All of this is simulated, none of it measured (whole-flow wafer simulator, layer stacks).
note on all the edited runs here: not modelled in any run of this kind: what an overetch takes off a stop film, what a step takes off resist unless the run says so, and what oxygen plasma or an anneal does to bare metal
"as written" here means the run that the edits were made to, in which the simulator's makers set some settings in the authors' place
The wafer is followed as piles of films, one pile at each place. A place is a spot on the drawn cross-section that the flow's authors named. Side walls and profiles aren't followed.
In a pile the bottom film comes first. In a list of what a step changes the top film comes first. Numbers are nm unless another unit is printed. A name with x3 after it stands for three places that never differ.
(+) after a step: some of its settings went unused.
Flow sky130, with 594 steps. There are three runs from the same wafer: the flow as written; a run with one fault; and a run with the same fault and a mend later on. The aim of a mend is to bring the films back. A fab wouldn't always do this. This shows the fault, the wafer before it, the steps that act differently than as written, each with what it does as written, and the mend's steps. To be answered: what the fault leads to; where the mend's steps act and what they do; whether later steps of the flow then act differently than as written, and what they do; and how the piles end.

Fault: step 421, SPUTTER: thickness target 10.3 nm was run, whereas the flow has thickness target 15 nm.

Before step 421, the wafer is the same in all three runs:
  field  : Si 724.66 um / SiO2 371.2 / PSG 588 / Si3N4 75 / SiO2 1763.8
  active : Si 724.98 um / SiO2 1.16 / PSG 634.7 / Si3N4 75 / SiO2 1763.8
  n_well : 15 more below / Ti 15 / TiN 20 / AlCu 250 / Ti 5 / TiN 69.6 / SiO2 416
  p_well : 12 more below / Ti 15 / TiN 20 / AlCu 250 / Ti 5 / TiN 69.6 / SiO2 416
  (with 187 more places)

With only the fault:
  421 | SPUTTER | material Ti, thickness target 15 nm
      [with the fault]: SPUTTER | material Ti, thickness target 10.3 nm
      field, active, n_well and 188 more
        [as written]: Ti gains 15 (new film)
        [with the fault]: Ti gains 10.3 (new film)
  Steps further on in the flow that do not act as written (19 other steps are not shown; they differ only slightly, by no more than 2% or 0.5 nm, whichever is larger):
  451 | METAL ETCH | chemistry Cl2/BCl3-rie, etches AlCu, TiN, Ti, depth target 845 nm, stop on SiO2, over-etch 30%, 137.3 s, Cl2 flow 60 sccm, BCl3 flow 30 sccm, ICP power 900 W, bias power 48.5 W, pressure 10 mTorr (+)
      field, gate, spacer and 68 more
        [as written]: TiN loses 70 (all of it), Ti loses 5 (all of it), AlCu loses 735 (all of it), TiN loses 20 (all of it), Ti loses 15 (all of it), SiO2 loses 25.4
        [with the fault]: TiN loses 70 (all of it), Ti loses 5 (all of it), AlCu loses 735 (all of it), TiN loses 20 (all of it), Ti loses 10.3 (all of it), SiO2 loses 25.8
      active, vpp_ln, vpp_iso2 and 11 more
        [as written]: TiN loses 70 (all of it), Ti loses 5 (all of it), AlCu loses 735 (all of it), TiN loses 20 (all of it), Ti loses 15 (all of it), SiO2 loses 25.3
        [with the fault]: TiN loses 70 (all of it), Ti loses 5 (all of it), AlCu loses 735 (all of it), TiN loses 20 (all of it), Ti loses 10.3 (all of it), SiO2 loses 25.8
  At n_well, p_well, gate_hv and 104 more, the piles at the end differ from the flow's by more than 2% or 0.5 nm, whichever is larger.
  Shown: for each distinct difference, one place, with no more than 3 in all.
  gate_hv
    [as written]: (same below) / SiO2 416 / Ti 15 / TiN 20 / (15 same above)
    [with the fault]: (same below) / SiO2 416 / Ti 10.3 / TiN 20 / (15 same above)
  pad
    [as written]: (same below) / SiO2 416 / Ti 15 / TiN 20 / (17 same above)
    [with the fault]: (same below) / SiO2 416 / Ti 10.3 / TiN 20 / (17 same above)
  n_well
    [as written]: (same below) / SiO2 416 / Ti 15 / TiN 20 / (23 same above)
    [with the fault]: (same below) / SiO2 416 / Ti 10.3 / TiN 20 / (23 same above)

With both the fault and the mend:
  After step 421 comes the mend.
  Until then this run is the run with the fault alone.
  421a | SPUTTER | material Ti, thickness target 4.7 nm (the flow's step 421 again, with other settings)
      field, active, n_well and 188 more
        Ti gains 4.7
  Every later step of the flow that is run acts as written at every place that is followed.
  The piles end the same as the flow's at every place that both follow.
